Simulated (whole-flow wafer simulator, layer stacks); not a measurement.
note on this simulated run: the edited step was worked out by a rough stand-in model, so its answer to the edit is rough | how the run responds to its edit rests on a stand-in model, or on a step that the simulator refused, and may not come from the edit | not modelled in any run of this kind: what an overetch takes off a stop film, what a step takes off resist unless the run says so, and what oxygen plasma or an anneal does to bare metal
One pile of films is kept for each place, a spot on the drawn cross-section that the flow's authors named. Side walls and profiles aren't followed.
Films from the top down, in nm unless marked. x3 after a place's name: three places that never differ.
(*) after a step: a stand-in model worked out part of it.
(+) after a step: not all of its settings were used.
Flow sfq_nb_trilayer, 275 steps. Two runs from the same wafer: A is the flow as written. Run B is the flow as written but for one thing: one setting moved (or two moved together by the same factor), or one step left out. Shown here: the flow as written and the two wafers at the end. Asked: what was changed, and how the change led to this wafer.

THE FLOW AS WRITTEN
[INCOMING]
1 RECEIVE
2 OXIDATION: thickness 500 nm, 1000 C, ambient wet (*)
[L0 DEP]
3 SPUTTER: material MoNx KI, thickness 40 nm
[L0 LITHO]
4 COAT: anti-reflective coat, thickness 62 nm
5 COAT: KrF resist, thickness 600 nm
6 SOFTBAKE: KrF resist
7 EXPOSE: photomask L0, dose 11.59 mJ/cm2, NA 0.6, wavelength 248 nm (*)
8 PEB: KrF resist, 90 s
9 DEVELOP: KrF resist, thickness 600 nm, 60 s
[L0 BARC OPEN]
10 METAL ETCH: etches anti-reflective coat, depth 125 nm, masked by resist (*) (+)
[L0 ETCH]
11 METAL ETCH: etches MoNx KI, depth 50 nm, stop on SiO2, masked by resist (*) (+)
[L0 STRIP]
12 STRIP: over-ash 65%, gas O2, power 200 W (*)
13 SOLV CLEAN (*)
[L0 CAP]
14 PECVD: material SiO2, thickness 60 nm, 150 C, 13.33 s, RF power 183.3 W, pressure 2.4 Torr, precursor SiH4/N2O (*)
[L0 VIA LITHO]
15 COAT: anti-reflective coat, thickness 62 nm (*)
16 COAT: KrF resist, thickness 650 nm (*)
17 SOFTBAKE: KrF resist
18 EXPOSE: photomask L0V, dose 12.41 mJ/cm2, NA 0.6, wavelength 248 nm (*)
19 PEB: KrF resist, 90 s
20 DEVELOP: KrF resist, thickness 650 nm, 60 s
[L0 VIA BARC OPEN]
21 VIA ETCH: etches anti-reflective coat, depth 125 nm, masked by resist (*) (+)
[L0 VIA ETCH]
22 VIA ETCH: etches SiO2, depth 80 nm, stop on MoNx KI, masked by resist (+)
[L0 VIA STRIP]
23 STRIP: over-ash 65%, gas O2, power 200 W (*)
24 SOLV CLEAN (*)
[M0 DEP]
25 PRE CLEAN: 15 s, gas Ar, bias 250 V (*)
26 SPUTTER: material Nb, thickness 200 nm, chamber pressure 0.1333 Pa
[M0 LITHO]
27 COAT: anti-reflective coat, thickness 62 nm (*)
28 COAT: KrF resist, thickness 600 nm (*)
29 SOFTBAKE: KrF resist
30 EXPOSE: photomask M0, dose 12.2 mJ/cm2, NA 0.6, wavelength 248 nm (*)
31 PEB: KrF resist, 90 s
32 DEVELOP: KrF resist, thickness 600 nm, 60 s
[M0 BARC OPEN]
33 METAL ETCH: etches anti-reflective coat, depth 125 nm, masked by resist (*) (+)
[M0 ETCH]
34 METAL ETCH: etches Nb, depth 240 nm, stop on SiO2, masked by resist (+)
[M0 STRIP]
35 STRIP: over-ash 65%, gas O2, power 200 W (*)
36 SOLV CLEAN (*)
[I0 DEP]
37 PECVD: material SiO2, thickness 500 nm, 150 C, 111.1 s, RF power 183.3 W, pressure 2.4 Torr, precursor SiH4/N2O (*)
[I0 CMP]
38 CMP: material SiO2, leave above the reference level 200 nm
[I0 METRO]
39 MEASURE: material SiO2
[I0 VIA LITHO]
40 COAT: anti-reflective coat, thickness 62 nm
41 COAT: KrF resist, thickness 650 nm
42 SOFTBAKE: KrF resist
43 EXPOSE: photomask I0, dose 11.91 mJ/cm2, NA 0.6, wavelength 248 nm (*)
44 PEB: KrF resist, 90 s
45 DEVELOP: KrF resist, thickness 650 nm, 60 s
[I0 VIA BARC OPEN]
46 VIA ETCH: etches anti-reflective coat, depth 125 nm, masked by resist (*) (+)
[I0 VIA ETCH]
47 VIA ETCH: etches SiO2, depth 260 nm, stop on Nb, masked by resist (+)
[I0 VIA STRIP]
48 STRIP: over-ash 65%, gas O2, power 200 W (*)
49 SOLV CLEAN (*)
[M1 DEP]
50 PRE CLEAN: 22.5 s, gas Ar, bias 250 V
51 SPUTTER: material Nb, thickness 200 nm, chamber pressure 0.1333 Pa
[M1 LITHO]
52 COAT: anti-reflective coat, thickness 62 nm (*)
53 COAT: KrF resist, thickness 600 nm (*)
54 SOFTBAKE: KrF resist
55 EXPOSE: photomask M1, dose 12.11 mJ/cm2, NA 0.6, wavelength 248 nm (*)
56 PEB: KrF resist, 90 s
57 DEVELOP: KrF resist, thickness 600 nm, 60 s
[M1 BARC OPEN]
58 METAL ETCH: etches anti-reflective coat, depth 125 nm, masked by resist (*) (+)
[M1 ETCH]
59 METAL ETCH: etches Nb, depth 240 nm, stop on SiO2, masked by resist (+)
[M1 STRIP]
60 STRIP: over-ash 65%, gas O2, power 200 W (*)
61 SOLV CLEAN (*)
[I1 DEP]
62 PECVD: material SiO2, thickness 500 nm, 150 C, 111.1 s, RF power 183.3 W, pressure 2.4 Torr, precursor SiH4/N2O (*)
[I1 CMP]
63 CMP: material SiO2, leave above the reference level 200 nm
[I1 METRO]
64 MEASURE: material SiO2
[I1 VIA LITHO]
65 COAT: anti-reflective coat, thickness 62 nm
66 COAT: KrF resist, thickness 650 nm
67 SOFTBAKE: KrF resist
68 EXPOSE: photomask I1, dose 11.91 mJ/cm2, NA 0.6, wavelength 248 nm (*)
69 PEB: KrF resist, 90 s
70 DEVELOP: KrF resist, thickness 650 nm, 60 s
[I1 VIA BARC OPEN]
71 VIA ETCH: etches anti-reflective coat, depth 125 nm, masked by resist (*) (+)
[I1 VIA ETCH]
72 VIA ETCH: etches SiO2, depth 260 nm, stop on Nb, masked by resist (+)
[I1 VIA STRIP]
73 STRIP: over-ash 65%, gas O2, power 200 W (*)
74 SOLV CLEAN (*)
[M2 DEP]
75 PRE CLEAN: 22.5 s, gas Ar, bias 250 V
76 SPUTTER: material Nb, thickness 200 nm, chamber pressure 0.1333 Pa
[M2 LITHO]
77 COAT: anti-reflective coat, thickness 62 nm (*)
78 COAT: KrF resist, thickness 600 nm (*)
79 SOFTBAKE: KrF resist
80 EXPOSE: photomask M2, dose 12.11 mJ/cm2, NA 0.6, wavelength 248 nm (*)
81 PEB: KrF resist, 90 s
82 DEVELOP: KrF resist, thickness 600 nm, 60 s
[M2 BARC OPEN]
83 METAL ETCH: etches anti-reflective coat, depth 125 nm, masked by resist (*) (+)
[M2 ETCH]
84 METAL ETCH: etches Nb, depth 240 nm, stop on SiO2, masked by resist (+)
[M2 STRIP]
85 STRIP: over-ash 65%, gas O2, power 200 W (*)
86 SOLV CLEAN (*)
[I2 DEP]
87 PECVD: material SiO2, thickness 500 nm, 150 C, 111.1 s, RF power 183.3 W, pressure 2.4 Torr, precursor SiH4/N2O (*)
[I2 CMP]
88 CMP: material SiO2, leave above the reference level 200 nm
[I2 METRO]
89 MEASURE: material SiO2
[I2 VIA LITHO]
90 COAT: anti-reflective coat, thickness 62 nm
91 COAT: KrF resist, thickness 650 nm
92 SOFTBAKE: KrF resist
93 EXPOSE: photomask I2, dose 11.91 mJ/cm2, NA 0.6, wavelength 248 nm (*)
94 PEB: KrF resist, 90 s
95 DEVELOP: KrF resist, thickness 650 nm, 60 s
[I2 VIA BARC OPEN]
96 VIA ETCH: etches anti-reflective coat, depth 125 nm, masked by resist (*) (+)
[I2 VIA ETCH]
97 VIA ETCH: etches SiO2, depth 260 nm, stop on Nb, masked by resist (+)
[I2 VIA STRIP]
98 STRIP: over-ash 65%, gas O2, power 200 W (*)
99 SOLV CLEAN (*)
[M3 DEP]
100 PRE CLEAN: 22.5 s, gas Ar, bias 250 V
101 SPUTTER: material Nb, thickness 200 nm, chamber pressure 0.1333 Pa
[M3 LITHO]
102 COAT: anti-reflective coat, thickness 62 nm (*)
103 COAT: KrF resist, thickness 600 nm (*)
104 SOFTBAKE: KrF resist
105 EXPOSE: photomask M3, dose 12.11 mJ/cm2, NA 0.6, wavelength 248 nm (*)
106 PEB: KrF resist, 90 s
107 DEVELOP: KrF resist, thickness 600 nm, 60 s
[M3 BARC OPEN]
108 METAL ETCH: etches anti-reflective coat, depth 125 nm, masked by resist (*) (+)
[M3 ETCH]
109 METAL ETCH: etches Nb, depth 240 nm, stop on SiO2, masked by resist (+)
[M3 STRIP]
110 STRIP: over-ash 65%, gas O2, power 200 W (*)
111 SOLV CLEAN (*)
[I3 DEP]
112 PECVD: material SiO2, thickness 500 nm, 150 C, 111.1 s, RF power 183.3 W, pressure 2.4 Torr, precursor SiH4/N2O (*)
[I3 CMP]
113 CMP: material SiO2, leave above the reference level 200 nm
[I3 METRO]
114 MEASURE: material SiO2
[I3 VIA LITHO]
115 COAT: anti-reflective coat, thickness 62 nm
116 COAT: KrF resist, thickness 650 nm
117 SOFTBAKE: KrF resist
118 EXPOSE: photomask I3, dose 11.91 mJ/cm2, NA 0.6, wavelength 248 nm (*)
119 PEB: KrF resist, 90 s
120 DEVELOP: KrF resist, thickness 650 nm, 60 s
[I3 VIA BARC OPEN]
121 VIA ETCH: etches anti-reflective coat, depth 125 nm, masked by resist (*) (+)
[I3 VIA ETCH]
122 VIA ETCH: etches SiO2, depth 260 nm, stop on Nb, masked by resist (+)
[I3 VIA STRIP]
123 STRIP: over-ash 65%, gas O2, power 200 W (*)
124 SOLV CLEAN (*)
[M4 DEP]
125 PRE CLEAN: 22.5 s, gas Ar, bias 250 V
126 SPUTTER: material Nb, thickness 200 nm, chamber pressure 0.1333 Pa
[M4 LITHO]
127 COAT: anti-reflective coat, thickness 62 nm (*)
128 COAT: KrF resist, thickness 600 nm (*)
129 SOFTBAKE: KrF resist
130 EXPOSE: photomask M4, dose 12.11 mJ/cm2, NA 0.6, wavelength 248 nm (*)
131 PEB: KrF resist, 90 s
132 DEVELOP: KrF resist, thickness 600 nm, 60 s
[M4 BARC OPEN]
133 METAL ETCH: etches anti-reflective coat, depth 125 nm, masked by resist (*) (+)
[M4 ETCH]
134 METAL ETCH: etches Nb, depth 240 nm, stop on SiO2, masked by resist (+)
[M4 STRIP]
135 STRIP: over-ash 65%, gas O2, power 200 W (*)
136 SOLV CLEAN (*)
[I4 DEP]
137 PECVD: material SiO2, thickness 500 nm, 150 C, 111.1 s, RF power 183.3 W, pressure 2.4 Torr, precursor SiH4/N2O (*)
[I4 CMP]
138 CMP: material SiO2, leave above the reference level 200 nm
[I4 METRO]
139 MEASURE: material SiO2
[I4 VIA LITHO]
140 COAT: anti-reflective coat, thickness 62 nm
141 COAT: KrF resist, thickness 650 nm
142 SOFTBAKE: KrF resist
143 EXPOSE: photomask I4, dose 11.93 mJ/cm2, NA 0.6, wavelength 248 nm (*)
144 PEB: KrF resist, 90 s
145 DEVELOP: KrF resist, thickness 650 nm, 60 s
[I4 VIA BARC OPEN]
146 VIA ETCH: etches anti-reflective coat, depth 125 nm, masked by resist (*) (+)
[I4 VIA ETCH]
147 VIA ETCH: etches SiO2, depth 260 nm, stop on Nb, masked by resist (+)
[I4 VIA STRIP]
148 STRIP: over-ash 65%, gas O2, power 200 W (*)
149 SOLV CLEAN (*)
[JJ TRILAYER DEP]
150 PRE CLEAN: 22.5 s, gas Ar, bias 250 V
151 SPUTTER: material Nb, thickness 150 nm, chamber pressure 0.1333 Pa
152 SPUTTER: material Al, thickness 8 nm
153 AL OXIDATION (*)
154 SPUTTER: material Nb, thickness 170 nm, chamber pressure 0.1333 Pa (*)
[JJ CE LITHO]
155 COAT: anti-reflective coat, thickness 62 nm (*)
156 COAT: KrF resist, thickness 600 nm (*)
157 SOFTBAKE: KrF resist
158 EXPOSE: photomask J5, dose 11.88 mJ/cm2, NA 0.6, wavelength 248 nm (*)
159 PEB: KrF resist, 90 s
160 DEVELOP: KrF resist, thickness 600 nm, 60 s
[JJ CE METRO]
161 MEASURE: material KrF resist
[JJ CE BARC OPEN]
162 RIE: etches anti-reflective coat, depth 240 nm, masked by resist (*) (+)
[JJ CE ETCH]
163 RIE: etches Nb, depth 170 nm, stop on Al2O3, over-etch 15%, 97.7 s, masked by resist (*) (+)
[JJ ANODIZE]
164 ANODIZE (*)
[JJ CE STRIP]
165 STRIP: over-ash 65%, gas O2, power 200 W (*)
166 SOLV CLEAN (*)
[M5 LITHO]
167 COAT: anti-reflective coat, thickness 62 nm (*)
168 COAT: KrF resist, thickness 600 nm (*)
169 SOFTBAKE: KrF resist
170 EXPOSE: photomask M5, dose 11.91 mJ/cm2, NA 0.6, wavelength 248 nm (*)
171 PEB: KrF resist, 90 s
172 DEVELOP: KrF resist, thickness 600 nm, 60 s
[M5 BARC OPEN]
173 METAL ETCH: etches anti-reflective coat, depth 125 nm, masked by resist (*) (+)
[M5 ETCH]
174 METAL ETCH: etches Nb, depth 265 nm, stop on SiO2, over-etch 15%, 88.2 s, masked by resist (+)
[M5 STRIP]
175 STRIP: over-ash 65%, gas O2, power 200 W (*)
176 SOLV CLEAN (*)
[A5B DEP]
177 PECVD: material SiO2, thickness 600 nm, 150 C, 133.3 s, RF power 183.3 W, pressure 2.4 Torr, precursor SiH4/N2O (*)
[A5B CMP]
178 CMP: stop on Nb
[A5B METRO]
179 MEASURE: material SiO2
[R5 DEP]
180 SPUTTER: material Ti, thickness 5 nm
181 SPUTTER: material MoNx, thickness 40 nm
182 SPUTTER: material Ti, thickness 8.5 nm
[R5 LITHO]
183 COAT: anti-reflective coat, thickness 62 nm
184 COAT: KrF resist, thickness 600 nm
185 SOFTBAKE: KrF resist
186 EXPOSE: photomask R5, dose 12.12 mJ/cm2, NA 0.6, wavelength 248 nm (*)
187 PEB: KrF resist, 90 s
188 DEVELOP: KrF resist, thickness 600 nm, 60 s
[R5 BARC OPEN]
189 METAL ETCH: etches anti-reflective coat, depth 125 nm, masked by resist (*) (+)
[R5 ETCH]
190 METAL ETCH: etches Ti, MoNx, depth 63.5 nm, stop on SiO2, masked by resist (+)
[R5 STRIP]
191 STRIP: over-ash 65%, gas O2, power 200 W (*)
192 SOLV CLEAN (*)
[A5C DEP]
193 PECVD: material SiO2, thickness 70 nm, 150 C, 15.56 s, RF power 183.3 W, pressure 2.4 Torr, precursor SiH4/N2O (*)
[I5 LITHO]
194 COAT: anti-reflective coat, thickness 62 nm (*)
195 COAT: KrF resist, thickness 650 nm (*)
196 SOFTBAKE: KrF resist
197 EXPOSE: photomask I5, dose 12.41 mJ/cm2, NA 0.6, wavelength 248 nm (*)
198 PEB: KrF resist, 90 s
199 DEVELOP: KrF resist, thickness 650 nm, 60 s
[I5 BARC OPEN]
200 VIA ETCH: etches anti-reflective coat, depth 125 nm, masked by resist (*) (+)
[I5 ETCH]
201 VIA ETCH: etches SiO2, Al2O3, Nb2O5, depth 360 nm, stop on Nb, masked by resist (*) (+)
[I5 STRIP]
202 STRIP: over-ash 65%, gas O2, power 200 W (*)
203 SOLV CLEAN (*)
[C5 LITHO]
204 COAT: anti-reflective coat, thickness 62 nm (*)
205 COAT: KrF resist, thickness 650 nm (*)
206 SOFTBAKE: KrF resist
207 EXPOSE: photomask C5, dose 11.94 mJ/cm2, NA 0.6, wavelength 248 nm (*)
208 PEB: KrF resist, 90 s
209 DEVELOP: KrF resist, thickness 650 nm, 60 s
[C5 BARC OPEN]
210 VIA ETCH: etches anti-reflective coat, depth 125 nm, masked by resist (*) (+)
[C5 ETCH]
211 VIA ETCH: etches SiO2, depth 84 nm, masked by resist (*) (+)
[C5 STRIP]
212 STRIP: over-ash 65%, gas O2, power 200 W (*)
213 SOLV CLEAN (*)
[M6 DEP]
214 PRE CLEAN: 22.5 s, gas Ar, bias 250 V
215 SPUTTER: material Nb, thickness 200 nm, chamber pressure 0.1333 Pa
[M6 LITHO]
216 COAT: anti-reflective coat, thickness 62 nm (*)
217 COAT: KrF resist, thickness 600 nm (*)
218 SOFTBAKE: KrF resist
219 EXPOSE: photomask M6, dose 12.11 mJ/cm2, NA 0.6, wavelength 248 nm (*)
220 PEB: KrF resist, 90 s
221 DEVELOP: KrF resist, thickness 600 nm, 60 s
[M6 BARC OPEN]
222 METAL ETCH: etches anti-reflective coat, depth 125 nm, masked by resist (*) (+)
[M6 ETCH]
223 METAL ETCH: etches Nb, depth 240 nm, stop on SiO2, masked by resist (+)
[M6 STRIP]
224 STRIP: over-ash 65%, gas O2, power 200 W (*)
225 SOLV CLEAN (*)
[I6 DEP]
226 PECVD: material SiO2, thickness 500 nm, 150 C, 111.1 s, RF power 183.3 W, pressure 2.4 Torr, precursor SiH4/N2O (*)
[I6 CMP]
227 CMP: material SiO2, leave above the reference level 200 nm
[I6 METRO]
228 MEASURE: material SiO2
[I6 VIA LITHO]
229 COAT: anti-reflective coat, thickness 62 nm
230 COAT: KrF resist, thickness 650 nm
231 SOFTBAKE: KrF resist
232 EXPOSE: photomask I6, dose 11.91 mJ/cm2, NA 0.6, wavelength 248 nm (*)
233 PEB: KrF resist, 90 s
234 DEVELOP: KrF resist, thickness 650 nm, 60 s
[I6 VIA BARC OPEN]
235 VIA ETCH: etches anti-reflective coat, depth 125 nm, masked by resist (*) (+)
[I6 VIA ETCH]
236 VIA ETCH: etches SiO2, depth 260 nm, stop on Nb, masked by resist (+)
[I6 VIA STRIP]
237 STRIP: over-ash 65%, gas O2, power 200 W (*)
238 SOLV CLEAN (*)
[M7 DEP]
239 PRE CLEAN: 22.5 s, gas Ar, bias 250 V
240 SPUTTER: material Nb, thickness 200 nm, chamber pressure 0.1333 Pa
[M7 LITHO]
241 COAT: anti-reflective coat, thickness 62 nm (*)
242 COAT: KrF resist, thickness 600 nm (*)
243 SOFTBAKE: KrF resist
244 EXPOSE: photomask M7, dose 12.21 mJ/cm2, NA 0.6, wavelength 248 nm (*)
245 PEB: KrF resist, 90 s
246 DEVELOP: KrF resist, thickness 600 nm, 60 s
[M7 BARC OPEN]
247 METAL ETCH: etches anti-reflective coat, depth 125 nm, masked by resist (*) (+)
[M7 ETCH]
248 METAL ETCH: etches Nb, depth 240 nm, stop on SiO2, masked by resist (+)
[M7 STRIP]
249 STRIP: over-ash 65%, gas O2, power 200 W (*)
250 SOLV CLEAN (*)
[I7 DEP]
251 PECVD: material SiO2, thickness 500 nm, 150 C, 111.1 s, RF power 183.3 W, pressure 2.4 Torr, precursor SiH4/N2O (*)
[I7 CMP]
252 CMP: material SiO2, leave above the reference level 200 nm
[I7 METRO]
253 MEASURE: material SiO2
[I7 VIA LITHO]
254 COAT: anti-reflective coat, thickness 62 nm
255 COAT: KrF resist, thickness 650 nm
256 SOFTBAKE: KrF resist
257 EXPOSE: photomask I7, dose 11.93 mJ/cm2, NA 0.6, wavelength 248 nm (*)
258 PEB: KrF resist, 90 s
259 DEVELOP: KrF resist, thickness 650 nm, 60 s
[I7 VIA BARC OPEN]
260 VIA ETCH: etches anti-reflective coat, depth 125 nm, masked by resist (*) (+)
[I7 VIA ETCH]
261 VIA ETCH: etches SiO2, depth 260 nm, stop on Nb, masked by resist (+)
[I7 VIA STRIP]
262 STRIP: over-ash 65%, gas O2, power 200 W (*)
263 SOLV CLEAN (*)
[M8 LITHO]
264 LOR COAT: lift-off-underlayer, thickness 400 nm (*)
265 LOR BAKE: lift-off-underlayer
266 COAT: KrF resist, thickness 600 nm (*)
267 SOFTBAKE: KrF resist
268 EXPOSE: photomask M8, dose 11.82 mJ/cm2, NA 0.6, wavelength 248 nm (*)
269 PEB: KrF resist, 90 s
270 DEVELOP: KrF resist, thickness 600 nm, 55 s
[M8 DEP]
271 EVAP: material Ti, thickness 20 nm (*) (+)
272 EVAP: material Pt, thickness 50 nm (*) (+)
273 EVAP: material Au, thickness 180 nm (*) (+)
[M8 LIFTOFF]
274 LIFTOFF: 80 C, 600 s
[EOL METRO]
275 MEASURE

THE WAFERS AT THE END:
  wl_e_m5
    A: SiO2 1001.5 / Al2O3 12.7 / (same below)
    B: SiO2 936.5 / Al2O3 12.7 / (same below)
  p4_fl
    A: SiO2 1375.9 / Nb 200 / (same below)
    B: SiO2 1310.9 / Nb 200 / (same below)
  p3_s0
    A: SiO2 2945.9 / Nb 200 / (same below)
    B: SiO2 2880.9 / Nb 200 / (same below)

The cause: step 251, PECVD: thickness 335 nm was run, where the flow has thickness 500 nm; step 251, PECVD: 74.44 s was run, where the flow has 111.1 s.

How the change led to this, step by step:
  251 PECVD: material SiO2, thickness 500 nm, 150 C, 111.1 s, RF power 183.3 W, pressure 2.4 Torr, precursor SiH4/N2O (*)
      field_l, p4_fl, p4_fm and 56 more: A SiO2 +500 | B SiO2 +335
      v_sur, via_wl, via_w and 37 more: A SiO2 +500 (new film) | B SiO2 +335 (new film)
      (and at 7 more places)
  252 CMP: material SiO2, leave above the reference level 200 nm
      field_l, p4_fl, p4_fm and 56 more: A SiO2 -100 | B nothing
      field_r, lsp_l: A SiO2 -77.7 | B nothing
      (and at 45 more places)
  254 COAT: anti-reflective coat, thickness 62 nm
      gap, jj_sur, ce_l, c5j, ce_r, sp_r, be_r: A anti-reflective coat +62 (new film) | B anti-reflective coat +59.1 (new film)
      wl_j_sl, wl_jj, wl_j_sr, wl_a_sl, wl_a_m6, wl_g_sr: A anti-reflective coat +62 (new film) | B anti-reflective coat +60.4 (new film)
      (and at 74 more places)
  255 COAT: KrF resist, thickness 650 nm
      via_sp, m5r_linepad_l, m5r_linepad_r: A KrF resist +650 (new film) | B KrF resist +636.6 (new film)
      wl_c_sl, wl_c_m6: A KrF resist +650 (new film) | B KrF resist +668.5 (new film)
      (and at 26 more places)
  259 DEVELOP: KrF resist, thickness 650 nm, 60 s
      via_wl: A KrF resist -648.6 (all of it) | B KrF resist -625.9 (all of it)
      via_w: A KrF resist -648.6 (all of it) | B KrF resist -629.9 (all of it)
      (and at 1 more place)
  260 VIA ETCH: etches anti-reflective coat, depth 125 nm, masked by resist (*) (+)
      field_l, v_sur, via_sp and 100 more: A KrF resist -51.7 | B KrF resist -48.5
      via_wl, via_w: A anti-reflective coat -62 (all of it), SiO2 -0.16 | B anti-reflective coat -58.2 (all of it), SiO2 -0.15
      (and at 1 more place)
  262 STRIP: over-ash 65%, gas O2, power 200 W (*)
      m0r_line_l, m0r_line_r, m6r_line_l, m6r_line_r: A KrF resist -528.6 (all of it), anti-reflective coat -62 (all of it) | B KrF resist -544.2 (all of it), anti-reflective coat -63.6 (all of it)
      m0r_space_l, m0r_space_r, m6r_space_l, m6r_space_r: A KrF resist -528.6 (all of it), anti-reflective coat -62 (all of it) | B KrF resist -539 (all of it), anti-reflective coat -71.3 (all of it)
      (and at 76 more places)
  264 LOR COAT: lift-off-underlayer, thickness 400 nm (*)
      m0r_line_l, m0r_line_r, m6r_line_l, m6r_line_r: A lift-off-underlayer +400 (new film) | B lift-off-underlayer +415 (new film)
      m0r_space_l, m0r_space_r, m6r_space_l, m6r_space_r: A lift-off-underlayer +400 (new film) | B lift-off-underlayer +420.1 (new film)
      (and at 64 more places)
  266 COAT: KrF resist, thickness 600 nm (*)
      l0v: A KrF resist +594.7 (new film) | B KrF resist +608.2 (new film)
  270 DEVELOP: KrF resist, thickness 600 nm, 55 s
      field_l: A KrF resist -593.7 (all of it), lift-off-underlayer -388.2 (all of it) | B KrF resist -600.8 (all of it), lift-off-underlayer -411.4 (all of it)
      v_sur: A KrF resist -607.3 (all of it), lift-off-underlayer -369.4 (all of it) | B KrF resist -599.4 (all of it), lift-off-underlayer -347 (all of it)
      (and at 9 more places)
  274 LIFTOFF: 80 C, 600 s
      m0r_line_l, m0r_line_r, m6r_line_l, m6r_line_r: A Au -180 (all of it), Pt -50 (all of it), Ti -20 (all of it), KrF resist -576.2 (all of it), lift-off-underlayer -400 (all of it) | B Au -180 (all of it), Pt -50 (all of it), Ti -20 (all of it), KrF resist -581.7 (all of it), lift-off-underlayer -415 (all of it)
      m0r_space_l, m0r_space_r, m6r_space_l, m6r_space_r: A Au -180 (all of it), Pt -50 (all of it), Ti -20 (all of it), KrF resist -576.2 (all of it), lift-off-underlayer -400 (all of it) | B Au -180 (all of it), Pt -50 (all of it), Ti -20 (all of it), KrF resist -577.6 (all of it), lift-off-underlayer -420.1 (all of it)
      (and at 53 more places)
